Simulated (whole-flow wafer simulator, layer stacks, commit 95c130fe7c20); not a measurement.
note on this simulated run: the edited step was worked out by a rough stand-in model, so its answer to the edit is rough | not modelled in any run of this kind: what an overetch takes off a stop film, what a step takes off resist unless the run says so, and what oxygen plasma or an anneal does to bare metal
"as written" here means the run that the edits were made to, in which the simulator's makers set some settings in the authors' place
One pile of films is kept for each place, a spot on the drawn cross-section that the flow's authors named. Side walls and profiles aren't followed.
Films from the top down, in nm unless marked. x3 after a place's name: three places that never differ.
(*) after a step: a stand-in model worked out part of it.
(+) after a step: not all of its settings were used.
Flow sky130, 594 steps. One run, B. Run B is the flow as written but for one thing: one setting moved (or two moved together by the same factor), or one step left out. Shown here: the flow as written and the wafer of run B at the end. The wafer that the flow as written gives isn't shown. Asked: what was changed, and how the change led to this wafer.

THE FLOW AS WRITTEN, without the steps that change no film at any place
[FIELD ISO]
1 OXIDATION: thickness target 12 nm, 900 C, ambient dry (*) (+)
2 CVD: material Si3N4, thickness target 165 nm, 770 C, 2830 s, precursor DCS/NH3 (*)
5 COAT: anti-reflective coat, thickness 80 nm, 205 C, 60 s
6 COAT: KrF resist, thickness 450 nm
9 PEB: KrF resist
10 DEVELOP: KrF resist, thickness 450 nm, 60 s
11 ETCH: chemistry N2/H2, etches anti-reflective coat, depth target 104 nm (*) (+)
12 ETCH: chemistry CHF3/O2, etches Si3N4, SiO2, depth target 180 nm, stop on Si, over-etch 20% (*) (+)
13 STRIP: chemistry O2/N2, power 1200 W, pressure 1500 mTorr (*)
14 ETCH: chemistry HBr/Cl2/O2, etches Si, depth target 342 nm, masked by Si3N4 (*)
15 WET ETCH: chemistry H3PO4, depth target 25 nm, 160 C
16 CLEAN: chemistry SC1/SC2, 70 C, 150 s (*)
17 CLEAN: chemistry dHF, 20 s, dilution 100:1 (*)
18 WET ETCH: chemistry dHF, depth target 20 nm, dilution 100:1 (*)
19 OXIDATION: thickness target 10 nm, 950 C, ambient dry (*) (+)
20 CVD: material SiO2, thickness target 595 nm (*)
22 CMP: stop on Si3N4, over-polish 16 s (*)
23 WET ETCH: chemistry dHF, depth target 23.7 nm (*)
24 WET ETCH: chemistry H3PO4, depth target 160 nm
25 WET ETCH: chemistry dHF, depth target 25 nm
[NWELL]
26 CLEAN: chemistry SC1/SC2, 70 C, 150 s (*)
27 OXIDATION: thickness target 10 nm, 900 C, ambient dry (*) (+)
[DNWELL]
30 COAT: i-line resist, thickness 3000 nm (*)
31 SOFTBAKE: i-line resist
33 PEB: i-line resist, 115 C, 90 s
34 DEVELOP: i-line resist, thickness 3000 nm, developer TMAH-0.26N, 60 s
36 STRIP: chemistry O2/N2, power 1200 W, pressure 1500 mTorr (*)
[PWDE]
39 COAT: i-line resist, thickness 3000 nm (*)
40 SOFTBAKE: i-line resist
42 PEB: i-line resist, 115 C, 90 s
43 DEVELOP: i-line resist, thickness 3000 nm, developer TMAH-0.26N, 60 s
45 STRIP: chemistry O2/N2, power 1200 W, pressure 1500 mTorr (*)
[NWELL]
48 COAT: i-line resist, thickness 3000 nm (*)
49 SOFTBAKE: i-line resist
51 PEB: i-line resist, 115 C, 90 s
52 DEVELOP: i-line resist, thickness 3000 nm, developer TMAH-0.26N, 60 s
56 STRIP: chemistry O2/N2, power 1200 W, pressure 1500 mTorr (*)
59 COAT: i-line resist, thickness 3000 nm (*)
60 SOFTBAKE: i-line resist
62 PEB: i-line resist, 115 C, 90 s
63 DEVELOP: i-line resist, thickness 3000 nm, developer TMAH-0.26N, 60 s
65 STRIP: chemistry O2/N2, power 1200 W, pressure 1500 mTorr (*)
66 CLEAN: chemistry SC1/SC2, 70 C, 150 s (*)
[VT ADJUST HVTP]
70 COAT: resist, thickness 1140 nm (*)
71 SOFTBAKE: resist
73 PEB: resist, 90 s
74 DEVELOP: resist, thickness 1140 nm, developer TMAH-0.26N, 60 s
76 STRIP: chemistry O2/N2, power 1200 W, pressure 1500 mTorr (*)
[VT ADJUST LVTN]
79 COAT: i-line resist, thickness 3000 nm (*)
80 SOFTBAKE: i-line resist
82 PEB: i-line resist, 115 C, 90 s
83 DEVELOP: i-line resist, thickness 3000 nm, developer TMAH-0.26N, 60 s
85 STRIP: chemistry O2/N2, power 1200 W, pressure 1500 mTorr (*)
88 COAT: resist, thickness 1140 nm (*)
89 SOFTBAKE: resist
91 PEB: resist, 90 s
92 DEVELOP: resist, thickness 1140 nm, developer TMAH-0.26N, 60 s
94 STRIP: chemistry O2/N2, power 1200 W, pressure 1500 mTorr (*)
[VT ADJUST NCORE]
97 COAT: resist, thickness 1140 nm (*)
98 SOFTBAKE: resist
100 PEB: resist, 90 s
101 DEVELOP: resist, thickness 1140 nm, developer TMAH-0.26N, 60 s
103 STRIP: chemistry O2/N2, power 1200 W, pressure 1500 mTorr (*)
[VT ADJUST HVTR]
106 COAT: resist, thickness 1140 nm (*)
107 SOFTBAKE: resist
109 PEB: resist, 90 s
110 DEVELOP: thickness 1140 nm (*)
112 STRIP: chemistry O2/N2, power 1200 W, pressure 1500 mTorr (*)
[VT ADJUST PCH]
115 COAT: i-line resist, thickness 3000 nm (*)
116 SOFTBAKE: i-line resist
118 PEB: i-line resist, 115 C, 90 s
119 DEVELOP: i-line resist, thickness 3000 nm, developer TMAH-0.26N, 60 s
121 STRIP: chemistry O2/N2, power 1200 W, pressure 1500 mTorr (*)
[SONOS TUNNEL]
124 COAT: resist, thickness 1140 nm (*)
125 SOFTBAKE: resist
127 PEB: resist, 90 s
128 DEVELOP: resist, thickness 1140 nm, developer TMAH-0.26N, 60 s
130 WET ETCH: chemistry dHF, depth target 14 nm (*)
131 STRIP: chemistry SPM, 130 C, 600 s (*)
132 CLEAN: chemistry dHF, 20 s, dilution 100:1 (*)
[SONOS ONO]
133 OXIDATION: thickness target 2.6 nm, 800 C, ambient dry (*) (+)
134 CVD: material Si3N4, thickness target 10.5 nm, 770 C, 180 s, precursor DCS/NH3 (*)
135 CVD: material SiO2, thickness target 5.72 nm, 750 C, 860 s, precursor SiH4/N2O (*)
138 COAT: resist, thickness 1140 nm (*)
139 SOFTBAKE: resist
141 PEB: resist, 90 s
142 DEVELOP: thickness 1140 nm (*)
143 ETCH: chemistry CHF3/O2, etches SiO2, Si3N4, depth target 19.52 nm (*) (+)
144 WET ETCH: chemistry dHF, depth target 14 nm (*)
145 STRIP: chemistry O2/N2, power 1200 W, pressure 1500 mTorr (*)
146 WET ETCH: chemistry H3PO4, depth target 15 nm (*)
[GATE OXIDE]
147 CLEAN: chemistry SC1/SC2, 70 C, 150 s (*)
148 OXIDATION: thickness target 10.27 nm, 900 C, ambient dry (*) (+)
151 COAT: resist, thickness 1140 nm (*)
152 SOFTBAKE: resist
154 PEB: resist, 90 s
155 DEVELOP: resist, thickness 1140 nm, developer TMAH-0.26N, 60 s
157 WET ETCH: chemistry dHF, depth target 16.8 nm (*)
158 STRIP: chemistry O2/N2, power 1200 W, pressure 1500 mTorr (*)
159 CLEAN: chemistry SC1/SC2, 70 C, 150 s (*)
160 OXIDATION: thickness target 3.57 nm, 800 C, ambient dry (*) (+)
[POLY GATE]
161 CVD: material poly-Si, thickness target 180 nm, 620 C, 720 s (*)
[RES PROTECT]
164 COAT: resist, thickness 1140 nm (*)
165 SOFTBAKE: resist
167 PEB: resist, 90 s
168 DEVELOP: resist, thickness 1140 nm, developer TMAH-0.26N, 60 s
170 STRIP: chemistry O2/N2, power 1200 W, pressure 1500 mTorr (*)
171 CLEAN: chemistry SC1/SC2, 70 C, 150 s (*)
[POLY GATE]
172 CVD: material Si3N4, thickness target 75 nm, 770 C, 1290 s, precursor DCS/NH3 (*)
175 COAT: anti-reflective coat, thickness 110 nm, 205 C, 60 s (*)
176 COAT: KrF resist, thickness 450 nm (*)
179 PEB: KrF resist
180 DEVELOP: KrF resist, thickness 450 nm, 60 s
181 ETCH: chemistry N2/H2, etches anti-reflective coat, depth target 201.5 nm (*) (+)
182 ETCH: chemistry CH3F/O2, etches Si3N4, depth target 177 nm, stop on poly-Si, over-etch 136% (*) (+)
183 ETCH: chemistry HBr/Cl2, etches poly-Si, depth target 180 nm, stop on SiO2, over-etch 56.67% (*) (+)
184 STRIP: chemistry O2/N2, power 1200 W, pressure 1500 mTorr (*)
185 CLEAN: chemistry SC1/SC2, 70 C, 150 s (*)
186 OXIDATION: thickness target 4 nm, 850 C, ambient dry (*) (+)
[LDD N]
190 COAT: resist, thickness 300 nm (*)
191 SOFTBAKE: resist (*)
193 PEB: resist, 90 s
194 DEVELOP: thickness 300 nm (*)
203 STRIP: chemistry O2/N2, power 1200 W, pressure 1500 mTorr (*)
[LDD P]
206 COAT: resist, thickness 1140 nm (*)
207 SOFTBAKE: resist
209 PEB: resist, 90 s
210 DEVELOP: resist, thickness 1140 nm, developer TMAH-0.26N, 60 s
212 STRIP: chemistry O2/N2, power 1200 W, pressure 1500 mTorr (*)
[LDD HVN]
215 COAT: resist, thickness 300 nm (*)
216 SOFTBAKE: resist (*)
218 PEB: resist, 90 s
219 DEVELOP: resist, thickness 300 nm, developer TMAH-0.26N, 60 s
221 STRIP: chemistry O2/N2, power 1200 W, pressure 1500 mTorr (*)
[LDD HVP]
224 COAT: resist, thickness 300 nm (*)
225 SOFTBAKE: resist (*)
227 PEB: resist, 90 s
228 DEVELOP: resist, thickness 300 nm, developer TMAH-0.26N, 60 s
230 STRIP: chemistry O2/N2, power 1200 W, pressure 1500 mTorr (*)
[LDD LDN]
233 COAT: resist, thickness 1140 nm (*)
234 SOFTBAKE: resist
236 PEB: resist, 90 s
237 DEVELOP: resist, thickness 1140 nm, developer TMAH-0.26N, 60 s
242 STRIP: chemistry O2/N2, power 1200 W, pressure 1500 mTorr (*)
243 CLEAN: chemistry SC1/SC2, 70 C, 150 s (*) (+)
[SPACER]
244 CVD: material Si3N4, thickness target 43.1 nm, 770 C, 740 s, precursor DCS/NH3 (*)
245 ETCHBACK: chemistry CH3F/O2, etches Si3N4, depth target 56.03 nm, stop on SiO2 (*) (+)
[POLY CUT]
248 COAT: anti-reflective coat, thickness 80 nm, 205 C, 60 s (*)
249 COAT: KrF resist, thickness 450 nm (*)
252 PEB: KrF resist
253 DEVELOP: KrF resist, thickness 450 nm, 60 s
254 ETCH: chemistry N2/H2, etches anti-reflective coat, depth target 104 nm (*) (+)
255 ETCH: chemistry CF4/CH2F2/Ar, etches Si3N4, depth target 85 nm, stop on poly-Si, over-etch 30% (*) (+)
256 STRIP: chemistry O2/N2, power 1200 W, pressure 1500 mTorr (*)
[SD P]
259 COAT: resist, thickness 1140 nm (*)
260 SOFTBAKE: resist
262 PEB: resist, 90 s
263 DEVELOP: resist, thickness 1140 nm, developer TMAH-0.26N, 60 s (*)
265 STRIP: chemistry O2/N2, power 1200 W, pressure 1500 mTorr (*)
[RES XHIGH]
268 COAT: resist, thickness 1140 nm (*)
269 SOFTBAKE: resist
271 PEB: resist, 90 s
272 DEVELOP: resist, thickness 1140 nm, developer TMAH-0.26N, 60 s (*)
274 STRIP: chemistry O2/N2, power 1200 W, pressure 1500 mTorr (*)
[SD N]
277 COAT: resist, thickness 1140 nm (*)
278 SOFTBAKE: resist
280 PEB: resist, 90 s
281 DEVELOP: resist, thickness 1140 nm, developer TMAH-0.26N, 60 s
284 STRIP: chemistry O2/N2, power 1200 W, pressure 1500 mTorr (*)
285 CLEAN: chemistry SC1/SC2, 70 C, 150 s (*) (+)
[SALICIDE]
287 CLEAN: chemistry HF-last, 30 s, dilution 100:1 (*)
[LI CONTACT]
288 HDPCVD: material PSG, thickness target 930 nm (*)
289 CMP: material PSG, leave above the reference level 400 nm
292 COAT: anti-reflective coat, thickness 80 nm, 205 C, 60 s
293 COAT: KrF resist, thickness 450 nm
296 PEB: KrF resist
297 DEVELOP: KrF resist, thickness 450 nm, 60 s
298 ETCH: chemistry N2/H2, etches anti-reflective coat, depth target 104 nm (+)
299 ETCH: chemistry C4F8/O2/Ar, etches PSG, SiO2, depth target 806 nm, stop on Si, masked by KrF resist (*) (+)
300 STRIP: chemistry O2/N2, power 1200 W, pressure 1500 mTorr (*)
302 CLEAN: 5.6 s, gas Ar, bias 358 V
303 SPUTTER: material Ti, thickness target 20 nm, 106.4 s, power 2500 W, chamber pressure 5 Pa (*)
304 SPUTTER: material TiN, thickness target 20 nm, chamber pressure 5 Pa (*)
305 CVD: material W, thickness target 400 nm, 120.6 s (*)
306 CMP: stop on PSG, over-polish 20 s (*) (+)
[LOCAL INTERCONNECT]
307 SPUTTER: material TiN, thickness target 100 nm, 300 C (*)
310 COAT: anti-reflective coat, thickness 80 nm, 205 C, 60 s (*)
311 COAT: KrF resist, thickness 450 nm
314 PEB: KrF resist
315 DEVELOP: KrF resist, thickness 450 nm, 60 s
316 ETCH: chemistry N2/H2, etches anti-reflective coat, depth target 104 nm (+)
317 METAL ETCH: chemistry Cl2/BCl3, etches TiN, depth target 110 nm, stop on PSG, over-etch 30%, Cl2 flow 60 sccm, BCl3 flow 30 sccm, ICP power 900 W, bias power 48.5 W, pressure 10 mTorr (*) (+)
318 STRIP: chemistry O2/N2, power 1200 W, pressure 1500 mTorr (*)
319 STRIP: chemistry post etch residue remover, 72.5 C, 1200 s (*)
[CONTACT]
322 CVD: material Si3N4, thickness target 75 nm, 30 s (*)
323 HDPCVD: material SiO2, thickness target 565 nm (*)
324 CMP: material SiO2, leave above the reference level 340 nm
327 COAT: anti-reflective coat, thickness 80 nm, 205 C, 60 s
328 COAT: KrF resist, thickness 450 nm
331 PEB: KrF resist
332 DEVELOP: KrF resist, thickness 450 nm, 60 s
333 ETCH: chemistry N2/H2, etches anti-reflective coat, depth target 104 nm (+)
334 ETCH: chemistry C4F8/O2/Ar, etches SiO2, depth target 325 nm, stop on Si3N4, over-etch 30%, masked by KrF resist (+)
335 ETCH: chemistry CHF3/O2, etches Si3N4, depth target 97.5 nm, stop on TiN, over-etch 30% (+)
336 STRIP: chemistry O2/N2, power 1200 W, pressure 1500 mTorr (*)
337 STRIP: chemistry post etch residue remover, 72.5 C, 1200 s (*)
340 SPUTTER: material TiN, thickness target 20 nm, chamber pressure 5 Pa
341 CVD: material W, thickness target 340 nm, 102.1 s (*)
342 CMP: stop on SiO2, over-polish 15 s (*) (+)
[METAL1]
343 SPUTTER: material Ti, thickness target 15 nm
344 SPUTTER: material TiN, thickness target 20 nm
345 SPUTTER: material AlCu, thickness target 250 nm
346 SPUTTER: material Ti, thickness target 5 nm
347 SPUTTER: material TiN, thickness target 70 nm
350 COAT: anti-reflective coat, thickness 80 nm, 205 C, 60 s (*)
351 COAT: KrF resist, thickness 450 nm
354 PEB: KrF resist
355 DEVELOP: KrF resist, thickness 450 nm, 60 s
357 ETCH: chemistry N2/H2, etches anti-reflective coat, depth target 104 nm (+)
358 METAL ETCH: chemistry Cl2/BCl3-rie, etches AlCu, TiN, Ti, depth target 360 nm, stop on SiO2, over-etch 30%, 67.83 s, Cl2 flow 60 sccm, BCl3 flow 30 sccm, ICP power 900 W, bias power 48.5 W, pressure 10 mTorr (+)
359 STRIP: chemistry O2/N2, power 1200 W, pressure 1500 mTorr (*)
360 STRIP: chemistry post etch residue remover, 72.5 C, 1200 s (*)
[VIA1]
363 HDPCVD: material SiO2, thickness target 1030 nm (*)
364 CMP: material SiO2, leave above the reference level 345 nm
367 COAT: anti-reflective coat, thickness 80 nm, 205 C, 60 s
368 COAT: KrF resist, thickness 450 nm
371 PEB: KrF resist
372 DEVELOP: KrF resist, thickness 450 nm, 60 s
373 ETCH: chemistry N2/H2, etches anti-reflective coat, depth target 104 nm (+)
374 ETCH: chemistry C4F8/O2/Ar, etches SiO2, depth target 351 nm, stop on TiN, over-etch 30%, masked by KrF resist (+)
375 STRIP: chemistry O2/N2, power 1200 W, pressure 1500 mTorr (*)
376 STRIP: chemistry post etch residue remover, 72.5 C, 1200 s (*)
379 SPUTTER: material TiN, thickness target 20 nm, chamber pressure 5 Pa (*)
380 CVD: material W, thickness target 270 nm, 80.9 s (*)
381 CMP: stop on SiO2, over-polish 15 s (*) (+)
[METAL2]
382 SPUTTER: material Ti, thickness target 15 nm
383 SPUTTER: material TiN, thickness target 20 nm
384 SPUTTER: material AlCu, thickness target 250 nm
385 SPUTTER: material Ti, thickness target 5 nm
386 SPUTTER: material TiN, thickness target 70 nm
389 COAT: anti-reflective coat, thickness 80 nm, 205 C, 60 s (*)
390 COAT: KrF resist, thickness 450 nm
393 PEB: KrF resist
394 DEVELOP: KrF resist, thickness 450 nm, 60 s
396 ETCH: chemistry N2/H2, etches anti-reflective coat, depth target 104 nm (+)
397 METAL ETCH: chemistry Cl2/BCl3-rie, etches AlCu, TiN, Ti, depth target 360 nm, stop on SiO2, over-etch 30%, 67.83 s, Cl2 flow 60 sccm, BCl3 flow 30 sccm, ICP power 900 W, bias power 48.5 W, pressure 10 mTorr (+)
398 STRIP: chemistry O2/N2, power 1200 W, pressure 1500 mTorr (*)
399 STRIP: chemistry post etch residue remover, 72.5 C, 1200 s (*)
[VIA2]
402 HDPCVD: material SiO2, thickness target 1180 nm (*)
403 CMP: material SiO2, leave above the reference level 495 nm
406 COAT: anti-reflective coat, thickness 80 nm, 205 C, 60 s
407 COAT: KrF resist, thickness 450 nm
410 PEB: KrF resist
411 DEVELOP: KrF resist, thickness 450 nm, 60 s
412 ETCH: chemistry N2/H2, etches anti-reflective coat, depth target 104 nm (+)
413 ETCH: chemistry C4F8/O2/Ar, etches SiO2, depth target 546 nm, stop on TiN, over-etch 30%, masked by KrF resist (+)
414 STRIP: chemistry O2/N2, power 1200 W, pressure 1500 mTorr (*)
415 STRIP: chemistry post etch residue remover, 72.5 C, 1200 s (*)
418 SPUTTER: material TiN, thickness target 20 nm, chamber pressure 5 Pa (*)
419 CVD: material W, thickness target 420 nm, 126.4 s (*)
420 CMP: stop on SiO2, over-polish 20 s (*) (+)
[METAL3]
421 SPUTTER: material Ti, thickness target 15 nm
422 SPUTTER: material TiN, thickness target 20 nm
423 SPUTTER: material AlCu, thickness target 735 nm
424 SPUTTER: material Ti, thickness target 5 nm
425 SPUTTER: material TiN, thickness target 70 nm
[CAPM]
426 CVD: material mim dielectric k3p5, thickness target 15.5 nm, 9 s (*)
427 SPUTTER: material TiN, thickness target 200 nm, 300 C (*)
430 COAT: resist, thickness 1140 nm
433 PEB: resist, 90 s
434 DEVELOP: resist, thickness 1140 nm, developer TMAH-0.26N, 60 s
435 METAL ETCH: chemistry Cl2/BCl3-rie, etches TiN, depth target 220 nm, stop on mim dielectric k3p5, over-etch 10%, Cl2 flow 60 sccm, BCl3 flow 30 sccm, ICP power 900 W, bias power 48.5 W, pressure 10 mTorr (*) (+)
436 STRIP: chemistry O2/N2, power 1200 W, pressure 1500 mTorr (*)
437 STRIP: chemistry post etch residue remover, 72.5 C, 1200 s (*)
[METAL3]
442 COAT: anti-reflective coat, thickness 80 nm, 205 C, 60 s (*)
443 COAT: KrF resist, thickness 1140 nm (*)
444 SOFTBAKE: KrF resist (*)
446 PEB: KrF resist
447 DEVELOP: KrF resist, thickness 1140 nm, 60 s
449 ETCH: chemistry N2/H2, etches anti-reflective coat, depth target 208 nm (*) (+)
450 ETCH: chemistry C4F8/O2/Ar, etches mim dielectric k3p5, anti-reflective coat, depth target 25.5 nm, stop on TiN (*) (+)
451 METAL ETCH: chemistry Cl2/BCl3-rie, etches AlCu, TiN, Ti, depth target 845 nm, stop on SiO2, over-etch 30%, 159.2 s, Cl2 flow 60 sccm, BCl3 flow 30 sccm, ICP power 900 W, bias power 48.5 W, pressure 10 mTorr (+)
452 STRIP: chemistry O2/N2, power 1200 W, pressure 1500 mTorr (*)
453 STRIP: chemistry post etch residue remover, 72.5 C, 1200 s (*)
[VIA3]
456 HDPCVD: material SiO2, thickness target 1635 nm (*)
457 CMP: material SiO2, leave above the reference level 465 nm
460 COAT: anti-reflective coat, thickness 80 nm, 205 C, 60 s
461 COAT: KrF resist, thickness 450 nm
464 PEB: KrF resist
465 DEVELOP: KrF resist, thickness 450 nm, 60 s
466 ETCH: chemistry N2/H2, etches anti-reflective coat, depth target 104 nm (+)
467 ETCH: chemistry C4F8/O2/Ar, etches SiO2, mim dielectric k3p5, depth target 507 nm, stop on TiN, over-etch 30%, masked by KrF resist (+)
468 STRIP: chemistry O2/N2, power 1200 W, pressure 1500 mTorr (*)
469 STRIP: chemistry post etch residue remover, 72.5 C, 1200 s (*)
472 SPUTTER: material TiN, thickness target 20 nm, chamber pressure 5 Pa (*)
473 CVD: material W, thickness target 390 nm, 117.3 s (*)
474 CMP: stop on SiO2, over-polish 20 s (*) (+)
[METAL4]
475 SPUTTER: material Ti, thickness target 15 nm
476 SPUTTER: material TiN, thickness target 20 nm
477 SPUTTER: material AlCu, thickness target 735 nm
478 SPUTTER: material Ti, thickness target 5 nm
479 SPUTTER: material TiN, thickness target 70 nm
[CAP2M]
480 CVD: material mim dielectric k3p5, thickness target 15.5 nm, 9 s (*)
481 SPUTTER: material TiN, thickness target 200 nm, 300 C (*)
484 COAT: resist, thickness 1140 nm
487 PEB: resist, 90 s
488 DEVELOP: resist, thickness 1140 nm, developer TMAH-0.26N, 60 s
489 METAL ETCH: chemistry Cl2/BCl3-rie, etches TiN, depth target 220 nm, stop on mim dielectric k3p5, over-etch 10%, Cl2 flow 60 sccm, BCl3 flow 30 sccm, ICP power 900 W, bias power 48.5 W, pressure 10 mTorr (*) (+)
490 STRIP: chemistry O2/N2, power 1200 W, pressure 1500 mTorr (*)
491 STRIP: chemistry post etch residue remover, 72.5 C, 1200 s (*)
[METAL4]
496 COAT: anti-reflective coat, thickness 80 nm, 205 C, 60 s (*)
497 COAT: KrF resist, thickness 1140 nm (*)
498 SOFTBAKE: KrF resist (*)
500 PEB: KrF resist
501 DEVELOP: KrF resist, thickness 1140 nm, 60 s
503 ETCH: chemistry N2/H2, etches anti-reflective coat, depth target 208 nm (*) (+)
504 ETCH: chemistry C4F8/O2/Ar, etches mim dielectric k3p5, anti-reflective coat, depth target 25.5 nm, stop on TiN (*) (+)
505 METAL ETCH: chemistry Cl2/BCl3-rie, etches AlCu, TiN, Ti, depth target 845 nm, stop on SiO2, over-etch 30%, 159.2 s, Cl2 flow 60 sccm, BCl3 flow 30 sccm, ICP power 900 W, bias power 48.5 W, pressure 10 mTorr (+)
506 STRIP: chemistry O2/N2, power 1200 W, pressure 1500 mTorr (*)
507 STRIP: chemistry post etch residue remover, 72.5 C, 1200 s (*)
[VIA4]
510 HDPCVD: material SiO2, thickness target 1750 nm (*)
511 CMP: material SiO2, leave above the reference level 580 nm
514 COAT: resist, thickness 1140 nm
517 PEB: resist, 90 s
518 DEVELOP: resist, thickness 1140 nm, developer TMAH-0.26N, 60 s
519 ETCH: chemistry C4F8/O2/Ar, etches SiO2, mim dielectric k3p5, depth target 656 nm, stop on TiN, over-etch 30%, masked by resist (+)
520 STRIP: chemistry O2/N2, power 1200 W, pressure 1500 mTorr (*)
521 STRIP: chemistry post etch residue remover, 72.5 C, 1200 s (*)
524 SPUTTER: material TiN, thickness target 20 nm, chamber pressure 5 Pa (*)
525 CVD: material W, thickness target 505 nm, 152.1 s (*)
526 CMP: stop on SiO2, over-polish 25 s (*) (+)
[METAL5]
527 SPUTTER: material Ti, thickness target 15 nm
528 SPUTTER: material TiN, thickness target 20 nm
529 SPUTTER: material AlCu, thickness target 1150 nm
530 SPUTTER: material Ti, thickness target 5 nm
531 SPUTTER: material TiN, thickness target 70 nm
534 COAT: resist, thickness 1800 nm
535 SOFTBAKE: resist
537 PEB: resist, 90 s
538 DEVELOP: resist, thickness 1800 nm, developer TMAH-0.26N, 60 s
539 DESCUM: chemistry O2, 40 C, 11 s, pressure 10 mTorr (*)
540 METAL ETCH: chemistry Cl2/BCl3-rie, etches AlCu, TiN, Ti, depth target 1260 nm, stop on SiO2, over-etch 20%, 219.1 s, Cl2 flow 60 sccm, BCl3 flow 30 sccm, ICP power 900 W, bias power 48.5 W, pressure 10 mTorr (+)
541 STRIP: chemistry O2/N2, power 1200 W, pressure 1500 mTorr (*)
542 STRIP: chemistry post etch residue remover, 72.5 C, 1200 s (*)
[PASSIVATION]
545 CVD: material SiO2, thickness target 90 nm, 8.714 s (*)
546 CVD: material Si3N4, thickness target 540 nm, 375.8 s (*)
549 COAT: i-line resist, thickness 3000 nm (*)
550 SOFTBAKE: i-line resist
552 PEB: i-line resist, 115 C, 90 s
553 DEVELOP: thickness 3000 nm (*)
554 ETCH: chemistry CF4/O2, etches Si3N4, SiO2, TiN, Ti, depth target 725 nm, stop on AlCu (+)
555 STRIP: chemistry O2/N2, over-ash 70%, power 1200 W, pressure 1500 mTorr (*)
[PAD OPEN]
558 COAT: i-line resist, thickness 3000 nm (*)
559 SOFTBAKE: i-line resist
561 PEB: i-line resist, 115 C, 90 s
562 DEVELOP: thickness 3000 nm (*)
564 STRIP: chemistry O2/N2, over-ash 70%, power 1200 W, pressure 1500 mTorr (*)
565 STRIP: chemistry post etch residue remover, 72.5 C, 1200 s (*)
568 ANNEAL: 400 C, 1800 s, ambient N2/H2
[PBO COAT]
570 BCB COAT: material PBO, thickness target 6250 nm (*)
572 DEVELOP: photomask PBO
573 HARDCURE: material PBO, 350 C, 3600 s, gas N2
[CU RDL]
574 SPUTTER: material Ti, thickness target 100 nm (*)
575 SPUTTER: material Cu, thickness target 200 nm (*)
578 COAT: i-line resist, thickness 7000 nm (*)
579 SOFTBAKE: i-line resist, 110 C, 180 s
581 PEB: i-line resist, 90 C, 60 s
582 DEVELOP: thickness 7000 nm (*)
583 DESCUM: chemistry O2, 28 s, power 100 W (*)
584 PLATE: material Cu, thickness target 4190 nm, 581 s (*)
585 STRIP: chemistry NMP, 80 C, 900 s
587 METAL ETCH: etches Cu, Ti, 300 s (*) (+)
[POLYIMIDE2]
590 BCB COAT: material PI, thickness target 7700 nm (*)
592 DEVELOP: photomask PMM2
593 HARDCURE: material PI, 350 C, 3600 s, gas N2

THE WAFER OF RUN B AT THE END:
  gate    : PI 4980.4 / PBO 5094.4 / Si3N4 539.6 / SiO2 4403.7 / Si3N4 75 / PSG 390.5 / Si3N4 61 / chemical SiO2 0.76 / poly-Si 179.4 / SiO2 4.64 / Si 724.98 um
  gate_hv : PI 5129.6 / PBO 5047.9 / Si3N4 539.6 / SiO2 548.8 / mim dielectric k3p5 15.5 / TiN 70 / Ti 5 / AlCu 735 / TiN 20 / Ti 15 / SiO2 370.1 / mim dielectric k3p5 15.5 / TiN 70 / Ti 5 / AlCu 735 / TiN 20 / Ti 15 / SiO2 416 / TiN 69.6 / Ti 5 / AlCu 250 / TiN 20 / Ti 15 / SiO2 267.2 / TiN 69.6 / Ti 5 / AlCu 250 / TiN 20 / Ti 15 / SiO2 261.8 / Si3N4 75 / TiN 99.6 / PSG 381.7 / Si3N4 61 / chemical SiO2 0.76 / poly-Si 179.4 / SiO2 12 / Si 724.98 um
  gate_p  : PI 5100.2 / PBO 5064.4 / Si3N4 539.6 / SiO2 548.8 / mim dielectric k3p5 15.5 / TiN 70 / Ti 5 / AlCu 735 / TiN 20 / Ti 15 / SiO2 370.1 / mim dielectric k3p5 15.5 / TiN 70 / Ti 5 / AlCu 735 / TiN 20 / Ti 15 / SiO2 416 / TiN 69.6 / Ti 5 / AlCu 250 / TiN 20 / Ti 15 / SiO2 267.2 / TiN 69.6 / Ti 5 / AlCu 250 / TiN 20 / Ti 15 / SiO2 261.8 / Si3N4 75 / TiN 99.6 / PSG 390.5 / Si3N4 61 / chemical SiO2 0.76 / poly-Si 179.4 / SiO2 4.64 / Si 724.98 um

The cause: step 160, OXIDATION: thickness target 4.64 nm was run, where the flow has thickness target 3.57 nm.
It can be read off the wafer: gate has SiO2 4.64, and step 160 as written asks for 3.57 nm.

How the change led to this, step by step:
  160 OXIDATION: thickness target 3.57 nm, 800 C, ambient dry (*) (+)
      active, n_well, p_well and 58 more: SiO2 +4.64 (new film), chemical SiO2 -0.76 (all of it), Si -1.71 (as written it would be: SiO2 +3.57 (new film), chemical SiO2 -0.76 (all of it), Si -1.24)
      gate_hv, m1, pad and 37 more: SiO2 +2.08, Si -0.92 (as written it would be: SiO2 +1.07, Si -0.47)
  175 COAT: anti-reflective coat, thickness 110 nm, 205 C, 60 s (*)
      rpm_encl, rpm_encl_psd: anti-reflective coat +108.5 (new film) (as written it would be: anti-reflective coat +104.4 (new film))
  181 ETCH: chemistry N2/H2, etches anti-reflective coat, depth target 201.5 nm (*) (+)
      rpm_encl, rpm_encl_psd: anti-reflective coat -108.5 (all of it), Si3N4 -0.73 (as written it would be: anti-reflective coat -104.4 (all of it), Si3N4 -0.79)
  299 ETCH: chemistry C4F8/O2/Ar, etches PSG, SiO2, depth target 806 nm, stop on Si, masked by KrF resist (*) (+)
      contact, ndiff_licon, ndiff_licon_cpp: PSG -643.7 (all of it), SiO2 -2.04 (all of it) (as written it would be: PSG -643.6 (all of it), SiO2 -1.16 (all of it))
